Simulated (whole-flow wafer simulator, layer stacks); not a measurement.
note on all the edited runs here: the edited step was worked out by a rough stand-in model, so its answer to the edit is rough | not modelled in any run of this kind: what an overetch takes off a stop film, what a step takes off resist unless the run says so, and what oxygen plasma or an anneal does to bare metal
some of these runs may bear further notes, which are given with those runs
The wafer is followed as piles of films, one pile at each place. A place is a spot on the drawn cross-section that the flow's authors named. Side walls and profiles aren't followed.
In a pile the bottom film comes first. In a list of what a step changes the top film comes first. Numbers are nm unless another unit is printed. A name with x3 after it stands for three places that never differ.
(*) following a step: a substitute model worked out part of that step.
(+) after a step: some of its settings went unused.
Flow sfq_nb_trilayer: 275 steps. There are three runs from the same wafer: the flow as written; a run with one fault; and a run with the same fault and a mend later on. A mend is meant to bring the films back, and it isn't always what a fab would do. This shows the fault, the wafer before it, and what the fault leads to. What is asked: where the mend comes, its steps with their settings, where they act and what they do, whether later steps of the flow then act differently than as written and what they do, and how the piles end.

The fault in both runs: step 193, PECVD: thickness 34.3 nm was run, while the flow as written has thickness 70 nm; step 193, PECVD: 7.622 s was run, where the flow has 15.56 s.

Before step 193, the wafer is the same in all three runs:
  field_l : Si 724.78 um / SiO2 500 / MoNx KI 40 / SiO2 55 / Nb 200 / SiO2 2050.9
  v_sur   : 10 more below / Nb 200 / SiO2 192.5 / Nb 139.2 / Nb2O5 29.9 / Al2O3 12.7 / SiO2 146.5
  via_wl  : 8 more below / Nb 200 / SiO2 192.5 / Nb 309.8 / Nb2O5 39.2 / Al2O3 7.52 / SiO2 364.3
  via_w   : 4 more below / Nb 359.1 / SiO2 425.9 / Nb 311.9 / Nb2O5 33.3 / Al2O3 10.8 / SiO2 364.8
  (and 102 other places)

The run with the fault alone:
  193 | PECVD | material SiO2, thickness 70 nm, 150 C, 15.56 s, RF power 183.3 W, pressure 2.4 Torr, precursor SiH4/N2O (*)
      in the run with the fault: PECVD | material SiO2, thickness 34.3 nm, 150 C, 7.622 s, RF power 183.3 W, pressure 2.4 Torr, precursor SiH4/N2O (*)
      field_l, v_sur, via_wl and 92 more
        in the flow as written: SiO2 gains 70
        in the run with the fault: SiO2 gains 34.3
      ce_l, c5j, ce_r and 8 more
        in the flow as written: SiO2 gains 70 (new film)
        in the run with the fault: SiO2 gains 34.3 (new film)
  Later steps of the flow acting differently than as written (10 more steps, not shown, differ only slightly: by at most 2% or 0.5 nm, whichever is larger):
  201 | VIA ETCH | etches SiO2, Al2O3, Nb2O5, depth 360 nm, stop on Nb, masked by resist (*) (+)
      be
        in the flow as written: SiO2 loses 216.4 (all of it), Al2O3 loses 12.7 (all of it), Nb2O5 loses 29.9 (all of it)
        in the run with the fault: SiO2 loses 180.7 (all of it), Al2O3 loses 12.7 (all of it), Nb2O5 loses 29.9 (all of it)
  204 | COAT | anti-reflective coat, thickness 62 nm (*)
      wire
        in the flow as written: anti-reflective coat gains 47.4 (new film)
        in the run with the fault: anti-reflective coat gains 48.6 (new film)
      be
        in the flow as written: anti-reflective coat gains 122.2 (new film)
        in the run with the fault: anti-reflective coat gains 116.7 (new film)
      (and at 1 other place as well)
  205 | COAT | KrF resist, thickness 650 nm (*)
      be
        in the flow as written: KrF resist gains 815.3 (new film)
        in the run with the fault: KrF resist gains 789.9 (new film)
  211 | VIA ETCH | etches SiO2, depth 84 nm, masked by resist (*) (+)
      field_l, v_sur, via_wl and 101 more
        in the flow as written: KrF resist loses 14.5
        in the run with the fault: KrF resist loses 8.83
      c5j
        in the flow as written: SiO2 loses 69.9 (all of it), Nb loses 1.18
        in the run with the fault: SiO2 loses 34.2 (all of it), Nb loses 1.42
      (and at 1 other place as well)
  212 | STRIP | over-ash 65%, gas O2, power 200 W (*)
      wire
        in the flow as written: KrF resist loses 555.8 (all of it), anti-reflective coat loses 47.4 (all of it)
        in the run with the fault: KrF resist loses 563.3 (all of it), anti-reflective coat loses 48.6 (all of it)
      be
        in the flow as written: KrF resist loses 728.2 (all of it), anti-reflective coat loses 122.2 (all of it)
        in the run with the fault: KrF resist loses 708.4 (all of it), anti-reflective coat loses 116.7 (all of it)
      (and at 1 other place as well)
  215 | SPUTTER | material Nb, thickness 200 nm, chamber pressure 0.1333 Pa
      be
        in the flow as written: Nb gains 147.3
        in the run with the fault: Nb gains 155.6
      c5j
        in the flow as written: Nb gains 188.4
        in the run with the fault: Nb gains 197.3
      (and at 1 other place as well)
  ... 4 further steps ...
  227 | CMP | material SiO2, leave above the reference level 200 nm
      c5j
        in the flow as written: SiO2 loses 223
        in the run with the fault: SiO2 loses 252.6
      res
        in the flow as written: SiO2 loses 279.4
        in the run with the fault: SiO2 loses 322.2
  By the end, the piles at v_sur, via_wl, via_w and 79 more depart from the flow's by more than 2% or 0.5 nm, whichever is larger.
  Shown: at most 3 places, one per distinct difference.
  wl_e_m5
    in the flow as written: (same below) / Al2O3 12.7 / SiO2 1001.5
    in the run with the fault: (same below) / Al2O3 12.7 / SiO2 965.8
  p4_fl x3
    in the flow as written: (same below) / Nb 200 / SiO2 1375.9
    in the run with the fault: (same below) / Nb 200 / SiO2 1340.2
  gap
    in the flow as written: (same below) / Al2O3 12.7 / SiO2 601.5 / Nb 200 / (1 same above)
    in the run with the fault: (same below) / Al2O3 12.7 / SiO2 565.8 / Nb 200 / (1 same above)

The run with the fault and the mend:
  The mend follows step 193.
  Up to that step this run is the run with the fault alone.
  193a | PECVD | material SiO2, thickness 35.7 nm, 150 C, 7.933 s, RF power 183.3 W, pressure 2.4 Torr, precursor SiH4/N2O (*) (the flow's step 193 again, with other settings)
      field_l, v_sur, via_wl and 103 more
        SiO2 gains 35.7
  Later steps of the flow that are run all act as written at every place that is followed, up to a difference of at most 2% or 0.5 nm, whichever is larger.
  By the end, the piles equal the flow's at every place that both follow.
